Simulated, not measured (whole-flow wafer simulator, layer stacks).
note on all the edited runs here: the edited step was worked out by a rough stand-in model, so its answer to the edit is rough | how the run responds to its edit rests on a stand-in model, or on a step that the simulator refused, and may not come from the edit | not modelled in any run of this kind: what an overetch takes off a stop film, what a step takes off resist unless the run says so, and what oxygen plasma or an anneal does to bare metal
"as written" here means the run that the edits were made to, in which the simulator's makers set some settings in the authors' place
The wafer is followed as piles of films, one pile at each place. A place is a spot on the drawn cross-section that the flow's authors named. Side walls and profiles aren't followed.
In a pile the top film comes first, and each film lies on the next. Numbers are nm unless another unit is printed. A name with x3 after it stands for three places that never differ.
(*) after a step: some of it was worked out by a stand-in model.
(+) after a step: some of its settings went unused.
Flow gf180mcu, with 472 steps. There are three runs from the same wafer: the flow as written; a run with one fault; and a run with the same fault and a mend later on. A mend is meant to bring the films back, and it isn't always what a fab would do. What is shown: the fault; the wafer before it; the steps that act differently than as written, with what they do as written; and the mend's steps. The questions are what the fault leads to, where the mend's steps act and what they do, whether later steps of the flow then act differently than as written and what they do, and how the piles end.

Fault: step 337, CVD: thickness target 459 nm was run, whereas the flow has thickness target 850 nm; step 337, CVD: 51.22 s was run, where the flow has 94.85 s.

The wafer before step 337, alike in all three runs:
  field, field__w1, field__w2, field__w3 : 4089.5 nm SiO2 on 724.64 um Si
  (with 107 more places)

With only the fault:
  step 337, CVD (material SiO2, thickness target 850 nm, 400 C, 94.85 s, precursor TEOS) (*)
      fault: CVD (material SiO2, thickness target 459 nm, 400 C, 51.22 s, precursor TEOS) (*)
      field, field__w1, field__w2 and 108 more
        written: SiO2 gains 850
        fault: SiO2 gains 467.4
  Steps further on in the flow that do not act as written (4 more steps, not shown, differ only slightly: by at most 2% or 0.5 nm, whichever is larger):
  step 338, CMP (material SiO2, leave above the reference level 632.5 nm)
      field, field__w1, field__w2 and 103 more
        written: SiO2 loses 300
        fault: nothing
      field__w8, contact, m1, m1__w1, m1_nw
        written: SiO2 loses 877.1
        fault: SiO2 loses 494.5
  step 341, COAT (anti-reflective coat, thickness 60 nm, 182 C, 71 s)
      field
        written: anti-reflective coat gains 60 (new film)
        fault: anti-reflective coat gains 93.2 (new film)
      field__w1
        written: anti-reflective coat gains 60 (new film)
        fault: anti-reflective coat gains 80.7 (new film)
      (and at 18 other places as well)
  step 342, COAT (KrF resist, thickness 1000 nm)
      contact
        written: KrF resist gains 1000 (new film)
        fault: KrF resist gains 968.5 (new film)
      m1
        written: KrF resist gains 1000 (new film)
        fault: KrF resist gains 963.3 (new film)
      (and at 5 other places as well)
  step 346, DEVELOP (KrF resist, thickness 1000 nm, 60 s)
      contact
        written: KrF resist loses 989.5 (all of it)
        fault: KrF resist loses 958.3 (all of it)
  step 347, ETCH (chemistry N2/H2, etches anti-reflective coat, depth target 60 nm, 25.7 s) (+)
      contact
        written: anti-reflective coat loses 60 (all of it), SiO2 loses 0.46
        fault: anti-reflective coat loses 24.9 (all of it), SiO2 loses 1.36
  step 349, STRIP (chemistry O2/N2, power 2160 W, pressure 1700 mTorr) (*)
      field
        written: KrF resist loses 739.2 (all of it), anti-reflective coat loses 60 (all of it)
        fault: KrF resist loses 724.5 (all of it), anti-reflective coat loses 93.2 (all of it)
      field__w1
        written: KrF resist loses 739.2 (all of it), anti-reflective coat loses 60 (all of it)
        fault: KrF resist loses 723.1 (all of it), anti-reflective coat loses 80.7 (all of it)
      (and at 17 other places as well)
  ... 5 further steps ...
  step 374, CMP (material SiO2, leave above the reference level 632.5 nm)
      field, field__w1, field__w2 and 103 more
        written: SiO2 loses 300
        fault: SiO2 loses 287.7
  At field, field__w1, field__w2 and 109 more, the piles at the end differ from the flow's by more than 2% or 0.5 nm, whichever is larger.
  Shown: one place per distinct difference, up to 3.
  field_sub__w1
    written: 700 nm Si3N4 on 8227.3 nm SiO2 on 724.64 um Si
    fault: 700 nm Si3N4 on 3603.9 nm SiO2 on 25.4 nm W on 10 nm TiN on 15 nm Ti on 4556.8 nm SiO2 on 724.64 um Si
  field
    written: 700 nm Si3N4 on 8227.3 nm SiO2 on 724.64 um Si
    fault: 700 nm Si3N4 on 3603.9 nm SiO2 on 25.4 nm W on 10 nm TiN on 15 nm Ti on 4556.9 nm SiO2 on 724.64 um Si
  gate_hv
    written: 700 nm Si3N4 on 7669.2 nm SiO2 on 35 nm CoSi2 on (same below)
    fault: 700 nm Si3N4 on 3603.9 nm SiO2 on 25.4 nm W on 10 nm TiN on 15 nm Ti on 3998.7 nm SiO2 on 35 nm CoSi2 on (same below)

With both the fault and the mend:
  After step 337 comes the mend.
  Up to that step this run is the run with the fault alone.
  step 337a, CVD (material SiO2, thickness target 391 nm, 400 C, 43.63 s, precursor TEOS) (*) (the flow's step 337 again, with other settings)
      field, field__w1, field__w2 and 108 more
        SiO2 gains 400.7
  Steps further on in the flow that do not act as written:
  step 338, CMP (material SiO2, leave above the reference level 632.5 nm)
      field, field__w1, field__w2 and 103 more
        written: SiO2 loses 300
        mend: SiO2 loses 318.1
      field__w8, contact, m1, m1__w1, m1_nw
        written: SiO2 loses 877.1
        mend: SiO2 loses 895.2
  By the end, the piles equal the flow's at every place that both follow.
